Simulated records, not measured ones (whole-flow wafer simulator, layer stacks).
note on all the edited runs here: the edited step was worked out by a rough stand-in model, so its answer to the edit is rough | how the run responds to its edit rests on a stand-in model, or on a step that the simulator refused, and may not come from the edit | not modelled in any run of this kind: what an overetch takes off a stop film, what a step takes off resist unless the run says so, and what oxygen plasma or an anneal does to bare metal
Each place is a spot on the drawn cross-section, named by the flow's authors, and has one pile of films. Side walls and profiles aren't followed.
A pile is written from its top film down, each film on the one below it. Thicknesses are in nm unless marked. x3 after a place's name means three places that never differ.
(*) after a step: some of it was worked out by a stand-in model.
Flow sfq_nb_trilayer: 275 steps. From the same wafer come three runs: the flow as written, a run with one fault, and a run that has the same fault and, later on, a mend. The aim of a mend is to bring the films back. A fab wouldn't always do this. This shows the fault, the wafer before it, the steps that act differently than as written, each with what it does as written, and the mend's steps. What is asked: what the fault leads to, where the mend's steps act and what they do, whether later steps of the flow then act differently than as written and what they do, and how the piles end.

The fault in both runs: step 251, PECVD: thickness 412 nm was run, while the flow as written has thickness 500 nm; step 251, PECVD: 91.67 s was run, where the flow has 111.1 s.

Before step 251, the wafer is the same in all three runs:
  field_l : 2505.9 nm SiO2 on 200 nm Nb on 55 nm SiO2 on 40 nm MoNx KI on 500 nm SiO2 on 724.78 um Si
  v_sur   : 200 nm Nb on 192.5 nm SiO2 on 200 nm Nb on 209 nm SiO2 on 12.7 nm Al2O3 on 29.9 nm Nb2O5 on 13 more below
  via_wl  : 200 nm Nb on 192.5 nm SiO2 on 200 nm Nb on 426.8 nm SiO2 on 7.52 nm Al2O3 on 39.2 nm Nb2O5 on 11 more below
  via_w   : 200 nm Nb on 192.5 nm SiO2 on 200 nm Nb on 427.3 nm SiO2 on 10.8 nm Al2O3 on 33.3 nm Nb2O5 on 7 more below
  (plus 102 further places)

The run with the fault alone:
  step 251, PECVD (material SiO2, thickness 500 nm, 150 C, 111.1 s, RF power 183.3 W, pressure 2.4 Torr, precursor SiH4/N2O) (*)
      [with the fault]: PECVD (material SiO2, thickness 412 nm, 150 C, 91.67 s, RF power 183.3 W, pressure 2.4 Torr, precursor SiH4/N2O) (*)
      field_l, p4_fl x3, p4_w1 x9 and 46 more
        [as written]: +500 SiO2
        [with the fault]: +412 SiO2
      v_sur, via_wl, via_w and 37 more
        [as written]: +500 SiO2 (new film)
        [with the fault]: +412 SiO2 (new film)
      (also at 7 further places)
  Later steps of the flow acting differently than as written (5 more steps, not shown, differ only slightly: by at most 2% or 0.5 nm, whichever is larger):
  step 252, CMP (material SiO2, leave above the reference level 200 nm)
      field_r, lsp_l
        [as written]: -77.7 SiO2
        [with the fault]: nothing
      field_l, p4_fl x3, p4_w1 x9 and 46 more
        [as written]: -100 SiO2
        [with the fault]: -12 SiO2
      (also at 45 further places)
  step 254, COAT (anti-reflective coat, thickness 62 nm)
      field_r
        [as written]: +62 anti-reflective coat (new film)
        [with the fault]: +63.9 anti-reflective coat (new film)
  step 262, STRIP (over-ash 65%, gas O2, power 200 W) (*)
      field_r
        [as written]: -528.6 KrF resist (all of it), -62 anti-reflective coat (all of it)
        [with the fault]: -530.9 KrF resist (all of it), -63.9 anti-reflective coat (all of it)
  When the end is reached, the piles differ only a little from the flow's at the places that both follow, at most by 2% or 0.5 nm, whichever is larger.

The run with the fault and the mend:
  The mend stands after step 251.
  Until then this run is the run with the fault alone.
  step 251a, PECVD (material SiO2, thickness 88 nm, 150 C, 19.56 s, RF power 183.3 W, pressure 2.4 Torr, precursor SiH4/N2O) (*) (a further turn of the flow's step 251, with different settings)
      field_l, v_sur, via_wl and 98 more
        +88 SiO2
      field_r, lsp_l
        +84.6 SiO2
      l0_sur, l0v
        +86.1 SiO2
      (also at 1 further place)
  Later steps of the flow acting differently than as written:
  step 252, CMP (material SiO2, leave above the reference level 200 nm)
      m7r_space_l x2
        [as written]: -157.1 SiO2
        [with the mend]: -100 SiO2
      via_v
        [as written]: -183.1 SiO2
        [with the mend]: -151.5 SiO2
  By the end, the piles equal the flow's at every place that both follow.
